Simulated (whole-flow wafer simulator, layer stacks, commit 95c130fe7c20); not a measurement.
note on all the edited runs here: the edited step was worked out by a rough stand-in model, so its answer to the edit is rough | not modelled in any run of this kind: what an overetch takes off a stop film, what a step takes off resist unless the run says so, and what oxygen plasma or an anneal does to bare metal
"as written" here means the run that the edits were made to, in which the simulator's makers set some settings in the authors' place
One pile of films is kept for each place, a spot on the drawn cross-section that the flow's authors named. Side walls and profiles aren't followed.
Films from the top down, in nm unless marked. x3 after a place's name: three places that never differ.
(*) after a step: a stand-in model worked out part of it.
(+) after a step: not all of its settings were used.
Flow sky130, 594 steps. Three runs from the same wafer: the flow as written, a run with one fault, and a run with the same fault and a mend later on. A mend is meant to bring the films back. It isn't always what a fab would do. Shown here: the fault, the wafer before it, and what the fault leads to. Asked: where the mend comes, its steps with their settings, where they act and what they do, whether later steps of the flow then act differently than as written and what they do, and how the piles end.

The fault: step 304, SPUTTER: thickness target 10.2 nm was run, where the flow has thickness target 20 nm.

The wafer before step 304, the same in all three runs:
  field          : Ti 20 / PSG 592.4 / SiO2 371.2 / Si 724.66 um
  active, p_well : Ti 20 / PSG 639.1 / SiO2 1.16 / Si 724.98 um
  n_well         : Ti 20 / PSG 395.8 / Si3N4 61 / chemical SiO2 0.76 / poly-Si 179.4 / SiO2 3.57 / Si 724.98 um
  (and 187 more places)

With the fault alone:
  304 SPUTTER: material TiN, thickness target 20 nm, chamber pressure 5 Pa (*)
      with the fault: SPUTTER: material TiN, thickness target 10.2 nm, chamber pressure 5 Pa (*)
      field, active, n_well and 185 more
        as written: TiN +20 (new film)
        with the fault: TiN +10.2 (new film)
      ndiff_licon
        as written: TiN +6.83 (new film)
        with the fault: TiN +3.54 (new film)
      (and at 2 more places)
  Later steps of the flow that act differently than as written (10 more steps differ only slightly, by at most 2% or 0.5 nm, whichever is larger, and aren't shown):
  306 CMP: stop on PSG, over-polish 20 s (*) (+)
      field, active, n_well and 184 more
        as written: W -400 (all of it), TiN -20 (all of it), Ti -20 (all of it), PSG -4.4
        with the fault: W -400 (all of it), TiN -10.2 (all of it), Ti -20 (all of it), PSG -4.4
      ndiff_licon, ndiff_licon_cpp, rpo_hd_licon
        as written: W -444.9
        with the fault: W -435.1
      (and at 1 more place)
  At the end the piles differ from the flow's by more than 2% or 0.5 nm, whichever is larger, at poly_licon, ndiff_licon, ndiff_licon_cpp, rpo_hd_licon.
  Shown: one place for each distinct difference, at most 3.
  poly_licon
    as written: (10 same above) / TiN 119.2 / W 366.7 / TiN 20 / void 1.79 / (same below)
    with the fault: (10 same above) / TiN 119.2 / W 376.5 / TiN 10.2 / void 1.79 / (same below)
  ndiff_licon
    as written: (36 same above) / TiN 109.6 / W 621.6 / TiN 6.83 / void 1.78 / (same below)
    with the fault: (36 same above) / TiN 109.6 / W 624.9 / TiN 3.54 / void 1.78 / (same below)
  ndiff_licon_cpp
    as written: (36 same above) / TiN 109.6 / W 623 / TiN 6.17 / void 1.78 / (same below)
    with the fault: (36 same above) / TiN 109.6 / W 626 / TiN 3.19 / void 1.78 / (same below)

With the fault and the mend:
  The mend comes after step 304.
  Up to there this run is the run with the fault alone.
  304a SPUTTER: material TiN, thickness target 9.8 nm, chamber pressure 5 Pa (*) (the flow's step 304 once more, with other settings)
      field, active, n_well and 185 more
        TiN +9.8
      ndiff_licon
        TiN +3.29
      ndiff_licon_cpp
        TiN +2.98
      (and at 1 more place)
  No later step of the flow acts differently than as written, at any place that is followed, by more than 2% or 0.5 nm, whichever is larger.
  At the end the piles differ from the flow's only slightly at the places that both follow, by at most 2% or 0.5 nm, whichever is larger.
